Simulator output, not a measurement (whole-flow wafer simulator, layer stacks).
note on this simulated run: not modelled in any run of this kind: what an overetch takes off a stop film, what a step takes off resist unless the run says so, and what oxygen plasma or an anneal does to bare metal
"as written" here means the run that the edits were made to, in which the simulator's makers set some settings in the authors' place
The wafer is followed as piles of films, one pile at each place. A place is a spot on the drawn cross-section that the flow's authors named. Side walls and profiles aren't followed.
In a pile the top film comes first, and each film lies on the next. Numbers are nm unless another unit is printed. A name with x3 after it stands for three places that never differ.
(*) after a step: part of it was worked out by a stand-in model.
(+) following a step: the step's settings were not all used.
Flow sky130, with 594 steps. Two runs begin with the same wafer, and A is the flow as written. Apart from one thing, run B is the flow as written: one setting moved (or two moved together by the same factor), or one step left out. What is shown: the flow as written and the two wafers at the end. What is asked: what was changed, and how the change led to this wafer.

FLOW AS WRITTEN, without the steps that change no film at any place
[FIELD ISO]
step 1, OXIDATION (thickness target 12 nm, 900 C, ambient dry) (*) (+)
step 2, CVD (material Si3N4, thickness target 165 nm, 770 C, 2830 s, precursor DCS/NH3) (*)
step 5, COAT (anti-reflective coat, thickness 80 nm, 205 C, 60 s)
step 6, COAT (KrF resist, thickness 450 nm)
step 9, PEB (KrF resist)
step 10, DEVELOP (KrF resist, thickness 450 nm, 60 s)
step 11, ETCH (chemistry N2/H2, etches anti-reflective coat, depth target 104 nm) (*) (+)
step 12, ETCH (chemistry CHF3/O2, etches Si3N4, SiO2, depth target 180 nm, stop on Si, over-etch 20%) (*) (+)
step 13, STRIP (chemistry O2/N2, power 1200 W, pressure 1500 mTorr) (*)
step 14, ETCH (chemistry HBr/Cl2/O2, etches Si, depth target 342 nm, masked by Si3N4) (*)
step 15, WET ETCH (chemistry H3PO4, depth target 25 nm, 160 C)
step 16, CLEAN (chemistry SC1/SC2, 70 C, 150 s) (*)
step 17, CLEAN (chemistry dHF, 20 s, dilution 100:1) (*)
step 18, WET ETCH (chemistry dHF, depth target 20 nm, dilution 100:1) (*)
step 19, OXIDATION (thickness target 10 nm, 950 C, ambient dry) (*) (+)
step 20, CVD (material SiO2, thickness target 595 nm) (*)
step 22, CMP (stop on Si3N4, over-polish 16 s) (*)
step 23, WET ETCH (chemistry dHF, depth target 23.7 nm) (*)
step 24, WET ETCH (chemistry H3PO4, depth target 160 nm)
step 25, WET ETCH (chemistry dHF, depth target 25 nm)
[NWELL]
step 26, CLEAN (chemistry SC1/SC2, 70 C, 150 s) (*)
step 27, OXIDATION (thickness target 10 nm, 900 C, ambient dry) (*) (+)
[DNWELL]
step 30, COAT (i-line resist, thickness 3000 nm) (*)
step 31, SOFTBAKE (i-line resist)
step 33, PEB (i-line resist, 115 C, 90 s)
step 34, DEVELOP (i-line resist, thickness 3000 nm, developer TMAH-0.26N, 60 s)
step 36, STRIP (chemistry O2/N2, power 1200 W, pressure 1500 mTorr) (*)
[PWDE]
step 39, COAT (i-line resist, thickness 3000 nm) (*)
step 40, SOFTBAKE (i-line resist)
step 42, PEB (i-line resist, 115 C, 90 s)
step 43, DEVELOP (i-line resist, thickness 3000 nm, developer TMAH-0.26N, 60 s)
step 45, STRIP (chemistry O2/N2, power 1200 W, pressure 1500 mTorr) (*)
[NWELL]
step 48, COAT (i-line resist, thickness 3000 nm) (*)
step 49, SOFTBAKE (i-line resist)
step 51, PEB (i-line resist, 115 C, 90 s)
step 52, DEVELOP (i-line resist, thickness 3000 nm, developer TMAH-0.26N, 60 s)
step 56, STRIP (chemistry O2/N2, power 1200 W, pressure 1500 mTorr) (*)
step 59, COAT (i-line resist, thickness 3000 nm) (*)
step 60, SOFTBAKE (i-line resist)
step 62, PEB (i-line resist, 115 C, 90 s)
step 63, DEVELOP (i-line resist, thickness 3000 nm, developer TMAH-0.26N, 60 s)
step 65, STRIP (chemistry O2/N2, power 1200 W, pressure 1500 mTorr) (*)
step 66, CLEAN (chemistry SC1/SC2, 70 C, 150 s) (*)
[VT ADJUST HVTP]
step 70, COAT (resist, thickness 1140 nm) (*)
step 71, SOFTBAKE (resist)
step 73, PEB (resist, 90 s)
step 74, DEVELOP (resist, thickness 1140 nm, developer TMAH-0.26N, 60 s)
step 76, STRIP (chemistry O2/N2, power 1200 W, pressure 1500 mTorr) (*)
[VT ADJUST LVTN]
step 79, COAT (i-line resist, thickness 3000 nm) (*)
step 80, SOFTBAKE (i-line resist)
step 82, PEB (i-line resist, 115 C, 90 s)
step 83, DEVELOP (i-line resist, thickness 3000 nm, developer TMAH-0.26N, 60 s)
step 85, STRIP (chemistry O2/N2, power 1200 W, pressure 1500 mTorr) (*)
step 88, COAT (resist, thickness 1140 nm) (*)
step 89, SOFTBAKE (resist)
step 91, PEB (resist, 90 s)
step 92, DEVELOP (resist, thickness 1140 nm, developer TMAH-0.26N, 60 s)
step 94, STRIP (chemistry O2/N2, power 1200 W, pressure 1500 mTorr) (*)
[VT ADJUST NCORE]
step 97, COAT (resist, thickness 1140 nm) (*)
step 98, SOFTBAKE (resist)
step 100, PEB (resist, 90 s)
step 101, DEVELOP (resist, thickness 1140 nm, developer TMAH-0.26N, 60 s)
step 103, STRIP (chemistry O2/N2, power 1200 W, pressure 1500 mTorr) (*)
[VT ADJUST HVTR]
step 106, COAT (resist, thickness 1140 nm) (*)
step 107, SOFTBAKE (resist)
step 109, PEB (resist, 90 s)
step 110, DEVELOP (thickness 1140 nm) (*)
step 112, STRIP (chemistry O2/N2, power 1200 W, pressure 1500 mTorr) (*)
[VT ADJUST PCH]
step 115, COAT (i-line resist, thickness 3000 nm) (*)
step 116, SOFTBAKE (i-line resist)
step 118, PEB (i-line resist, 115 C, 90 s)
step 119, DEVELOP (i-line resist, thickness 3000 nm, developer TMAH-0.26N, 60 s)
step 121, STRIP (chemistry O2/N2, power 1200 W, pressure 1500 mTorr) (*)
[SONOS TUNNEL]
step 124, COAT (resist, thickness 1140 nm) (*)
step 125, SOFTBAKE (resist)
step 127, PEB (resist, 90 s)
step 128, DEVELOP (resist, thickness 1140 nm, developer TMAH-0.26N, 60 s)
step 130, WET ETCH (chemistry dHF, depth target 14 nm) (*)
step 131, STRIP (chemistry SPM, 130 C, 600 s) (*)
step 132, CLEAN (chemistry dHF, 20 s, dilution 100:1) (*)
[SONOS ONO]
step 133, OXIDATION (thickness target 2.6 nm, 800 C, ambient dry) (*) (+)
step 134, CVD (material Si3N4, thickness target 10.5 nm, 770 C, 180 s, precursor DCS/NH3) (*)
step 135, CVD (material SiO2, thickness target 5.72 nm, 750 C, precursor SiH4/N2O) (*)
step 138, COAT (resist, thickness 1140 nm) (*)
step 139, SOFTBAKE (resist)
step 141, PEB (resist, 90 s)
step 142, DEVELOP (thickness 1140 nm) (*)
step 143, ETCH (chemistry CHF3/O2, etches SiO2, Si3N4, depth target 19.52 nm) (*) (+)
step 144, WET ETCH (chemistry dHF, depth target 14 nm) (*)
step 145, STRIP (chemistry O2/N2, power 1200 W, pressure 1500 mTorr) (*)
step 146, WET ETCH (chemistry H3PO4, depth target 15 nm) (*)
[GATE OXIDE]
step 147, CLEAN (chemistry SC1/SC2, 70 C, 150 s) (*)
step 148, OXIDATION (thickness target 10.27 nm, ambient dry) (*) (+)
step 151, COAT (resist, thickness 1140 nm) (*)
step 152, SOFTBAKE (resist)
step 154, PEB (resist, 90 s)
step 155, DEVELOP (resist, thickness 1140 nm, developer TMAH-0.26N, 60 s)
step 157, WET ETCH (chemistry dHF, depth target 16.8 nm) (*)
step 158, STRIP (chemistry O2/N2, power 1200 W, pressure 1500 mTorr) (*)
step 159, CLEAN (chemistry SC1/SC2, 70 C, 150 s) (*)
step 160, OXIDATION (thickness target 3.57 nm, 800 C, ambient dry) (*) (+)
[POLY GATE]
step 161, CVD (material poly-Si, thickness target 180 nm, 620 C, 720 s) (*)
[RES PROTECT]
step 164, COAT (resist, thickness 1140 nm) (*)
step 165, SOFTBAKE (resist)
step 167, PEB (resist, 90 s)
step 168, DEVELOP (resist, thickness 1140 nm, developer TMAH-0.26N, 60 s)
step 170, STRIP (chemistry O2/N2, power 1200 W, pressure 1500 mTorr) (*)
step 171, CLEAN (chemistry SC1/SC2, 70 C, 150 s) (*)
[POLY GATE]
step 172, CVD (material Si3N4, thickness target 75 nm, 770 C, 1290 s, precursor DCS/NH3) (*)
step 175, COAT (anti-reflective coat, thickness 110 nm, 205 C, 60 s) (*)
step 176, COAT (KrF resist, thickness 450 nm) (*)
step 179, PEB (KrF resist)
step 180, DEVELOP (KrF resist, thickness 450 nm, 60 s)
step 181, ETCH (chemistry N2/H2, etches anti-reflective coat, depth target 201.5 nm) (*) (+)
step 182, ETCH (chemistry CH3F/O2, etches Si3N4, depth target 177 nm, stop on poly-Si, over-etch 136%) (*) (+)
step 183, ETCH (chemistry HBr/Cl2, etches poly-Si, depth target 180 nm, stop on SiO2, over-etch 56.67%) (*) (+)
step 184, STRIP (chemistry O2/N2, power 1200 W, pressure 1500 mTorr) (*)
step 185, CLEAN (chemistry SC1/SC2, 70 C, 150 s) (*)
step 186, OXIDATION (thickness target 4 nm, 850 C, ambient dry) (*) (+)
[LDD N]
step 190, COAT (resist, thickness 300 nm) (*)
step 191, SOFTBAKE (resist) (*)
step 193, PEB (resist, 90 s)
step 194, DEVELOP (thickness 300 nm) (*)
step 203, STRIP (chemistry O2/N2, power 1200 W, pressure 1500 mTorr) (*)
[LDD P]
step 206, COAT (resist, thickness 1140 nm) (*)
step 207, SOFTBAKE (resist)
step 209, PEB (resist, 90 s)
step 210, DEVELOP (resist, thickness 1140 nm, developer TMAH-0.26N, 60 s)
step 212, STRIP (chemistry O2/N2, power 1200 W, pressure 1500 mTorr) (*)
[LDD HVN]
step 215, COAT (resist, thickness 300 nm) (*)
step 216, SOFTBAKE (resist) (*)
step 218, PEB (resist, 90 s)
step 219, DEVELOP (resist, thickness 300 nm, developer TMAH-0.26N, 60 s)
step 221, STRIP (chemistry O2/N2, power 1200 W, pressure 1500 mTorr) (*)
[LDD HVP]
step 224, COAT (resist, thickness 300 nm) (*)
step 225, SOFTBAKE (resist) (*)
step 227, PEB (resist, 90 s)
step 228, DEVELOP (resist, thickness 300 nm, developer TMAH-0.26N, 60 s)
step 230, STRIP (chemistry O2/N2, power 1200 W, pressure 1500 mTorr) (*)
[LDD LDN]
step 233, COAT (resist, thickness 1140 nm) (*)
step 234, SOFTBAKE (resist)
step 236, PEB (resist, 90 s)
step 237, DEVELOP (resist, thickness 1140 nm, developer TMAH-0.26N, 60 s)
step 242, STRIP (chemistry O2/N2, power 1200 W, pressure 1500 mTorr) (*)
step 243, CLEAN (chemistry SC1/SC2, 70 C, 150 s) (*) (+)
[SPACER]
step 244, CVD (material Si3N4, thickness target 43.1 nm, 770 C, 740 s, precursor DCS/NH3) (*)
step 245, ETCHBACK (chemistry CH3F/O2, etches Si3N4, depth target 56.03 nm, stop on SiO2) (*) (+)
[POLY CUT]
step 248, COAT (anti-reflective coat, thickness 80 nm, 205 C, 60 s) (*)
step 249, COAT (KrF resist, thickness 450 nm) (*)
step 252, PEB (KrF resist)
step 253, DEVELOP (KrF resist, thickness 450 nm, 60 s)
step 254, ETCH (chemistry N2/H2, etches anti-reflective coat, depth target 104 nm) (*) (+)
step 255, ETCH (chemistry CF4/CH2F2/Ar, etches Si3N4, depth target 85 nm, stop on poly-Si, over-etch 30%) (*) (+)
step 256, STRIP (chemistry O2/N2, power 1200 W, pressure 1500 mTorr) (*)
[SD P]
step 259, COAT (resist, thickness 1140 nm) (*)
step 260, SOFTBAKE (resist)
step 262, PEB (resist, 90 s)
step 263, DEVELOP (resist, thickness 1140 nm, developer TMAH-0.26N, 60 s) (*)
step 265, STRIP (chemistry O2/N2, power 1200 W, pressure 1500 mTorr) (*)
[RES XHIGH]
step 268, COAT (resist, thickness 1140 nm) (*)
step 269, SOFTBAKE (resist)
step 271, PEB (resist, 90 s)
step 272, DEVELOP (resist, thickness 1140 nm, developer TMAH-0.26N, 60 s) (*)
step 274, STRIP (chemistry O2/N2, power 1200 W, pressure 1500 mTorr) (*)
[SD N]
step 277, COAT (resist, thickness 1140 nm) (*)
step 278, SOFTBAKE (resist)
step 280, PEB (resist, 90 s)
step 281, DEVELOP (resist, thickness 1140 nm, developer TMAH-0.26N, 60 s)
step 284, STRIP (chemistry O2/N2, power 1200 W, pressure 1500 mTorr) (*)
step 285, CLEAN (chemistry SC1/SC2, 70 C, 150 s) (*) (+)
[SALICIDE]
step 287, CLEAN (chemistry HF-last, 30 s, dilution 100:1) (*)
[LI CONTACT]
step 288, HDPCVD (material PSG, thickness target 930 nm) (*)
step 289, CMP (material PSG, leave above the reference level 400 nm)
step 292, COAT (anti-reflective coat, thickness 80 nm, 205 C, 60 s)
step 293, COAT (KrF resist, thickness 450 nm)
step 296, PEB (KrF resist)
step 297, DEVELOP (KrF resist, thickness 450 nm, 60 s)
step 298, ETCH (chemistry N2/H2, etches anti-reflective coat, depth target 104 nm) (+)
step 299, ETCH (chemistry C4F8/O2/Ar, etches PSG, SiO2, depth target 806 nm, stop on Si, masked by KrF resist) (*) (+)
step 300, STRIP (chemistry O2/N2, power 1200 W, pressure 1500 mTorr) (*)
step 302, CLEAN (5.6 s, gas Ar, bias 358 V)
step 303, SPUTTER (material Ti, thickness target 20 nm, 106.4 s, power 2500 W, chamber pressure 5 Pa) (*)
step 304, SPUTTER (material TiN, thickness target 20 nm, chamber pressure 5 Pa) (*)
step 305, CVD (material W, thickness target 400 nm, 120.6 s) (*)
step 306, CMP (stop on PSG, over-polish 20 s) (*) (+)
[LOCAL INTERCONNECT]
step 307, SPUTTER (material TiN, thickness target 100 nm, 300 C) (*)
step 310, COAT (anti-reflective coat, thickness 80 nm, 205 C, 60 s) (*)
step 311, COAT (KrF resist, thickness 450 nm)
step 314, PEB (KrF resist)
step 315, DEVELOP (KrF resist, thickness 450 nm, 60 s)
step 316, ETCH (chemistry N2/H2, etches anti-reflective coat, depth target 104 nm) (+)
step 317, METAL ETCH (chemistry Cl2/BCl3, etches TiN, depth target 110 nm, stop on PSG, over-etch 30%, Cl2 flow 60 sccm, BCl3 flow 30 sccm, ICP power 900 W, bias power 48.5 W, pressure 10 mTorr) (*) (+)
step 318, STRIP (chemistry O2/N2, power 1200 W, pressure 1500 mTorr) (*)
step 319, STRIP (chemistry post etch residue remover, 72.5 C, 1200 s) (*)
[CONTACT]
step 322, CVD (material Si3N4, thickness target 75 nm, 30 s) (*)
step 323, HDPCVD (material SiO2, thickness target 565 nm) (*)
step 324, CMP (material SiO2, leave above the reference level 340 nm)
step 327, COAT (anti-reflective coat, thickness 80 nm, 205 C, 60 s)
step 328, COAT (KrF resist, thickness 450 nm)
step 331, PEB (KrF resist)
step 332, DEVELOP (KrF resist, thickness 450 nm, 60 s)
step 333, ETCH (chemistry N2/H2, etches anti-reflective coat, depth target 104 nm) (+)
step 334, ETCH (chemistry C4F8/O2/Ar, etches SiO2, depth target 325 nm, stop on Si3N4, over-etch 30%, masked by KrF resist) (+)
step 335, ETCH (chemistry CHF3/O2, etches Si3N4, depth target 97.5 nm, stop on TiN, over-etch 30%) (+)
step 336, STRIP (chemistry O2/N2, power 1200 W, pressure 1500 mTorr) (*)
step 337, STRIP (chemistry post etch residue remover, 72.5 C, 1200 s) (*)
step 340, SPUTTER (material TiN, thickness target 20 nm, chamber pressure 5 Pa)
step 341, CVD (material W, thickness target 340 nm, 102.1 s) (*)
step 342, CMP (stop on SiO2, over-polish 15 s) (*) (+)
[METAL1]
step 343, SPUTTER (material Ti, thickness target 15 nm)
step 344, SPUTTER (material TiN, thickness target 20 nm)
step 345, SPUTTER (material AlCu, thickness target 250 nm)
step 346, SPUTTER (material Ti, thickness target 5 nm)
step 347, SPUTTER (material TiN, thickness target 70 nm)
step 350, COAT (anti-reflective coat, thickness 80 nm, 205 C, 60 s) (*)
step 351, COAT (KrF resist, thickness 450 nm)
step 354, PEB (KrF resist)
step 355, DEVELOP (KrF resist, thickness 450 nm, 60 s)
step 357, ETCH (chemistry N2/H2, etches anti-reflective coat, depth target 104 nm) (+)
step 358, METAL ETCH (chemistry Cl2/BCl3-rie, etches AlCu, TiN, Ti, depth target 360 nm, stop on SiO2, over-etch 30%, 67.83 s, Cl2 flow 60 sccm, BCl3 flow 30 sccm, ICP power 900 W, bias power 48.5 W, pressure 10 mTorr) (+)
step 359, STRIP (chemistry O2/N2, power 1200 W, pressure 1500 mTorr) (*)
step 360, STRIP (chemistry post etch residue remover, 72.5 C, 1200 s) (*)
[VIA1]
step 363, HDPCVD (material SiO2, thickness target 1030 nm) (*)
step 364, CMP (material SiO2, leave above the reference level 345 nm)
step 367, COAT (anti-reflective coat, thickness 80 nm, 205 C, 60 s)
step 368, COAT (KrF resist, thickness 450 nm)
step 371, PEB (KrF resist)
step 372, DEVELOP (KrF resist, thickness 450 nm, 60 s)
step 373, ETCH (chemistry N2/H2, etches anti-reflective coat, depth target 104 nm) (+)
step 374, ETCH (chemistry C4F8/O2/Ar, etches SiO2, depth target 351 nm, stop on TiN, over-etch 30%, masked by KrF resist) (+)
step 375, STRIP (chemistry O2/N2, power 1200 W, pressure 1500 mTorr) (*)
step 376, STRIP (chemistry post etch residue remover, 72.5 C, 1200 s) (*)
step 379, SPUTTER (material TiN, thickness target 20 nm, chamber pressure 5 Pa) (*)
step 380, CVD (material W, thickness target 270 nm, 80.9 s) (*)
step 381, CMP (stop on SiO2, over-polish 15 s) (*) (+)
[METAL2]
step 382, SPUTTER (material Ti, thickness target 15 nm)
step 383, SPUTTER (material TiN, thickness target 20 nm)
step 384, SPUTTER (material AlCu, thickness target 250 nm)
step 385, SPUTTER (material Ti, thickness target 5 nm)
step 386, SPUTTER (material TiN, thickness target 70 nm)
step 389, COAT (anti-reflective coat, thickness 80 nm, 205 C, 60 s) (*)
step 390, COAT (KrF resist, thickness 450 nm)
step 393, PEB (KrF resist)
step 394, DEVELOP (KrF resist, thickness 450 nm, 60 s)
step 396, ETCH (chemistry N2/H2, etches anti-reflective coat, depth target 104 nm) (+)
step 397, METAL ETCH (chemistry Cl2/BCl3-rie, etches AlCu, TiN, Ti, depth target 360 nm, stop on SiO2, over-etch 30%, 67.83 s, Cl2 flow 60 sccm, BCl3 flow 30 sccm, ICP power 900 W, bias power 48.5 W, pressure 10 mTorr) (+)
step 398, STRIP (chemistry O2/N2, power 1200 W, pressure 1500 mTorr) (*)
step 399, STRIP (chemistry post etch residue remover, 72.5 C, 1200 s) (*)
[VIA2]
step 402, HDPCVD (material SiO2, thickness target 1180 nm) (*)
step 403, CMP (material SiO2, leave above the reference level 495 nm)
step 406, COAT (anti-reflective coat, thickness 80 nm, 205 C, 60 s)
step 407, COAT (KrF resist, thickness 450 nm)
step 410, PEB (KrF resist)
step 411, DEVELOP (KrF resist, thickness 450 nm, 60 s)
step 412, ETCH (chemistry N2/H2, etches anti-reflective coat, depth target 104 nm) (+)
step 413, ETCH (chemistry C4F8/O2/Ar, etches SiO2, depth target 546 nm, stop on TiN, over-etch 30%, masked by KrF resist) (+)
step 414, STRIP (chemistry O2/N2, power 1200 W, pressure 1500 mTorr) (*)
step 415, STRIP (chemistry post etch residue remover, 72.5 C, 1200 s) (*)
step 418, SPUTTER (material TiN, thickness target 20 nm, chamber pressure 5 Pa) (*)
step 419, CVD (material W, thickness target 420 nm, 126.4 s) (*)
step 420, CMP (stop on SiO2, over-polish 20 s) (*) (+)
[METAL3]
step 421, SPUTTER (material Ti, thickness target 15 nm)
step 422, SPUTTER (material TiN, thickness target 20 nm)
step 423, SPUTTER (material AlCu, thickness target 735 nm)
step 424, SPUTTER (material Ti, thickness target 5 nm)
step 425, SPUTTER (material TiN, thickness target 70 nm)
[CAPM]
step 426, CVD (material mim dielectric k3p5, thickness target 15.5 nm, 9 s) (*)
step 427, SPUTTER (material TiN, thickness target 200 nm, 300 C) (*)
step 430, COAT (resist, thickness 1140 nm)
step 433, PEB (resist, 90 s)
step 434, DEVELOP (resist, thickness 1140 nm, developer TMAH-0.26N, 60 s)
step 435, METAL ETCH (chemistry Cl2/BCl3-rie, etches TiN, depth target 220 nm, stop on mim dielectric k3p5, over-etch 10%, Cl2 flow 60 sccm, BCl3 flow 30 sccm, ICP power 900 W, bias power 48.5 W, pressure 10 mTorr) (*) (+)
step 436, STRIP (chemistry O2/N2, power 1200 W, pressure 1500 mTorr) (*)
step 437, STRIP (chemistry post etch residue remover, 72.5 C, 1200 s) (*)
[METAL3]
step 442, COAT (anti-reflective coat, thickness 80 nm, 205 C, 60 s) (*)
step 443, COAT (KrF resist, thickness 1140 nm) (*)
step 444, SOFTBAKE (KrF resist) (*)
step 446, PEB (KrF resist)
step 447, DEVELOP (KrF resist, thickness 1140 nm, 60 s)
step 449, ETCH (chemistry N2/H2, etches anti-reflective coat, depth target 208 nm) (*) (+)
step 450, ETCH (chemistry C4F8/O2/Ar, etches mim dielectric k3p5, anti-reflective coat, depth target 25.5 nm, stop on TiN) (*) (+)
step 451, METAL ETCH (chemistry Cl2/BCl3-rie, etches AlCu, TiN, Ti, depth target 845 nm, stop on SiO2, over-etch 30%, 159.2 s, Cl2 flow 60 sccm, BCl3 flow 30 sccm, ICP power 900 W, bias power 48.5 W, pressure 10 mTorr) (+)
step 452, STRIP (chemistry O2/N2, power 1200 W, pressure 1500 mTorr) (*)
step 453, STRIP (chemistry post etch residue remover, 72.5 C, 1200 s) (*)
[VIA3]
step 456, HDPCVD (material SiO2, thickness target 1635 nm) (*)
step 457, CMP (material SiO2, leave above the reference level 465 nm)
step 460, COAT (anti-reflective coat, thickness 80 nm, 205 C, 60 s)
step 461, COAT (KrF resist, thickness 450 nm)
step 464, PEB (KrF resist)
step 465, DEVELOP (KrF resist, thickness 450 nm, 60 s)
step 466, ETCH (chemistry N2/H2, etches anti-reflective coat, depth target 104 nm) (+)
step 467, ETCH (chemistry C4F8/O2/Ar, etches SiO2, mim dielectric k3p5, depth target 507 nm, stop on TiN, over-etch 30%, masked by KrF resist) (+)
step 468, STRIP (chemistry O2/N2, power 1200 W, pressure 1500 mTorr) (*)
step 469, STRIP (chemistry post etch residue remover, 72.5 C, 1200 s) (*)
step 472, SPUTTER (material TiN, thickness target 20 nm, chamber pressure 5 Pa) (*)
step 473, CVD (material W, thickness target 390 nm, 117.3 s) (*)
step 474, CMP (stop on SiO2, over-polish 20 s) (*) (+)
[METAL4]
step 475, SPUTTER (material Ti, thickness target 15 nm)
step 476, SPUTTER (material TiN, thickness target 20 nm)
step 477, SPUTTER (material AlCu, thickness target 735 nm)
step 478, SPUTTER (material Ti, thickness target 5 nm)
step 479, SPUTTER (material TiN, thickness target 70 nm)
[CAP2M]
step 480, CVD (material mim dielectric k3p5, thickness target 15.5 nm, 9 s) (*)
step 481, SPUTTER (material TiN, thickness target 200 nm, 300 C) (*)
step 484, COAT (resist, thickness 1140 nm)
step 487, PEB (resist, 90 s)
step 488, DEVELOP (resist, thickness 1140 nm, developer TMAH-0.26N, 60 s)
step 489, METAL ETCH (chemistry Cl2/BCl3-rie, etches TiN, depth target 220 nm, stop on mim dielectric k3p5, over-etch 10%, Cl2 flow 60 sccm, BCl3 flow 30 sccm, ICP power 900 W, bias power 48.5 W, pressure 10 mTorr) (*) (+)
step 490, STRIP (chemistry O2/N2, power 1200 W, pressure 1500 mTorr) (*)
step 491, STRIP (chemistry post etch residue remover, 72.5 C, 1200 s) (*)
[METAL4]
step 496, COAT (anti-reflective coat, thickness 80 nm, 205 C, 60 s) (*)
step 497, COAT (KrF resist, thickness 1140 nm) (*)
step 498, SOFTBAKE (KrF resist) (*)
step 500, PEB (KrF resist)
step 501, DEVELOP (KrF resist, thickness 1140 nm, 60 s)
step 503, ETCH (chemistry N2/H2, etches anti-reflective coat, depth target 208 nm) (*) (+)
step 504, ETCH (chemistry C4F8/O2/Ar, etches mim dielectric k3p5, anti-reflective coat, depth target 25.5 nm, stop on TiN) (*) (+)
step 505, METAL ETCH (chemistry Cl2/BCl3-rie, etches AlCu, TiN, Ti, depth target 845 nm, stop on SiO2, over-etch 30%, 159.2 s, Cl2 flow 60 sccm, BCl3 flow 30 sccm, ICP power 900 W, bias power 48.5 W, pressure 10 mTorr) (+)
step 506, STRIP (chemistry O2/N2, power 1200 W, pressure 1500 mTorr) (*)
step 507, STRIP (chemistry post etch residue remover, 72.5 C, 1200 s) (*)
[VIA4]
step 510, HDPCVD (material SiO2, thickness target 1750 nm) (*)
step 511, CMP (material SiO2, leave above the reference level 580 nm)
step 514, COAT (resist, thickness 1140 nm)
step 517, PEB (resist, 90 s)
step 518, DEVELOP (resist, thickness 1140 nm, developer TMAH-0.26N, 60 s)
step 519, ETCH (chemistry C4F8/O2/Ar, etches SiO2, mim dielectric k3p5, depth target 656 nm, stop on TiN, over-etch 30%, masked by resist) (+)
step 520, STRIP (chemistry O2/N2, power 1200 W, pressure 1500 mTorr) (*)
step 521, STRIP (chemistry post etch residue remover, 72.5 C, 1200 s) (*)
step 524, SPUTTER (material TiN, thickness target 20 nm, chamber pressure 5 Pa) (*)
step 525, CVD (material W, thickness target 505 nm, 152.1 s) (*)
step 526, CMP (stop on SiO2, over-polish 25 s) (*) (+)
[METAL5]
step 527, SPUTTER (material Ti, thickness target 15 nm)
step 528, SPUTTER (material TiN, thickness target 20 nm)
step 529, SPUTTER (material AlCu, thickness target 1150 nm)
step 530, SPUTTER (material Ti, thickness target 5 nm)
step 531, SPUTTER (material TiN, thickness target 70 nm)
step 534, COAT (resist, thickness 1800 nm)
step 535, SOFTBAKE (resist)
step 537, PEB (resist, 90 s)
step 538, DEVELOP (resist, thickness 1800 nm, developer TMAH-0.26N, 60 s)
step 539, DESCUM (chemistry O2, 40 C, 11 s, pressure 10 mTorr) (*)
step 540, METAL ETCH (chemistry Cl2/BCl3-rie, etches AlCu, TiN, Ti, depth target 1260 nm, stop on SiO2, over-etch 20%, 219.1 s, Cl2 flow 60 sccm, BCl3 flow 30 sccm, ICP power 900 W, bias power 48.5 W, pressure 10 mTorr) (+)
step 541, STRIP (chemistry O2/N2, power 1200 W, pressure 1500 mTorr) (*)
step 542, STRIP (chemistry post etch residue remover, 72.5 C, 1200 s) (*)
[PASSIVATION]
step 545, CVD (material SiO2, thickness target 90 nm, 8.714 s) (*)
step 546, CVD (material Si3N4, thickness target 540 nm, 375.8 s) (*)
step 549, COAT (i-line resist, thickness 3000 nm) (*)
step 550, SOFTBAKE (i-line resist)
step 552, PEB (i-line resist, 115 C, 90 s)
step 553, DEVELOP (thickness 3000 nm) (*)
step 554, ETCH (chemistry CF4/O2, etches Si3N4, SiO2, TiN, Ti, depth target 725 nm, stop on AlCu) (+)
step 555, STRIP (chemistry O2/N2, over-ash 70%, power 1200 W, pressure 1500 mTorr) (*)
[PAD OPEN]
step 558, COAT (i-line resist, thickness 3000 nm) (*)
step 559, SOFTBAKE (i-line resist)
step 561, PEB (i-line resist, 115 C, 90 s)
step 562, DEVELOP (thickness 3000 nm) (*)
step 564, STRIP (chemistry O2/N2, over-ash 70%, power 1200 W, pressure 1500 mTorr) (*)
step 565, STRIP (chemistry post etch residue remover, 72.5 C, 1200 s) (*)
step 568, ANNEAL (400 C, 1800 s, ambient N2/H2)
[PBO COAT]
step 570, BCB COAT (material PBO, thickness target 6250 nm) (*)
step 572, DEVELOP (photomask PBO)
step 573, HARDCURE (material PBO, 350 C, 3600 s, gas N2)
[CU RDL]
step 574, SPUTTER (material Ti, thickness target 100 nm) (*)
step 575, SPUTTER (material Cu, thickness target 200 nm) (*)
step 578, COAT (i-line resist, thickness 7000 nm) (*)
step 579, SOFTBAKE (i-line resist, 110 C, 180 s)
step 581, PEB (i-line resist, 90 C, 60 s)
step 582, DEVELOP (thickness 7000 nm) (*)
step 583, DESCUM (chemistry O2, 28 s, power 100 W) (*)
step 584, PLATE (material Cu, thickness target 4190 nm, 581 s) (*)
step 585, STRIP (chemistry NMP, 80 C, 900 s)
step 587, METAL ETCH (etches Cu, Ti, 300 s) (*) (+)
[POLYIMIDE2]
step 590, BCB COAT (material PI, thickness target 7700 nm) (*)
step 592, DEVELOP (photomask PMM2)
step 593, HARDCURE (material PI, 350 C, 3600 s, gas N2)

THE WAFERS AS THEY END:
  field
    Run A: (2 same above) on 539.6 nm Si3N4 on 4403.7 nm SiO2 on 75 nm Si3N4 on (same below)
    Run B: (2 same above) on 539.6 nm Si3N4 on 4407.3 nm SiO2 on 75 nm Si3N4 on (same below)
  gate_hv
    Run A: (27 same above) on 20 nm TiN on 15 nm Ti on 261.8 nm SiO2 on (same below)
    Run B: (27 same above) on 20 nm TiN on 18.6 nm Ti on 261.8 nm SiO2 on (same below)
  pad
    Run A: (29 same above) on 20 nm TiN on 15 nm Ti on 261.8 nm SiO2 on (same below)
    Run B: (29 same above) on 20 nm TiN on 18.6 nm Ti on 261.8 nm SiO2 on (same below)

What caused this: step 343, SPUTTER: thickness target 18.6 nm was run, while the flow as written has thickness target 15 nm.
One can read it off the wafer: gate_hv has Ti 18.6, and step 343 as written asks for 15 nm.

Step by step, how the change led to this:
  step 343, SPUTTER (material Ti, thickness target 15 nm)
      field, active, n_well and 188 more: A +15 Ti (new film) | B +18.6 Ti (new film)
  step 358, METAL ETCH (chemistry Cl2/BCl3-rie, etches AlCu, TiN, Ti, depth target 360 nm, stop on SiO2, over-etch 30%, 67.83 s, Cl2 flow 60 sccm, BCl3 flow 30 sccm, ICP power 900 W, bias power 48.5 W, pressure 10 mTorr) (+)
      field, active, gate and 81 more: A -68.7 TiN (all of it), -5 Ti (all of it), -250 AlCu (all of it), -20 TiN (all of it), -15 Ti (all of it), -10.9 SiO2 | B -68.7 TiN (all of it), -5 Ti (all of it), -250 AlCu (all of it), -20 TiN (all of it), -18.6 Ti (all of it), -10.6 SiO2
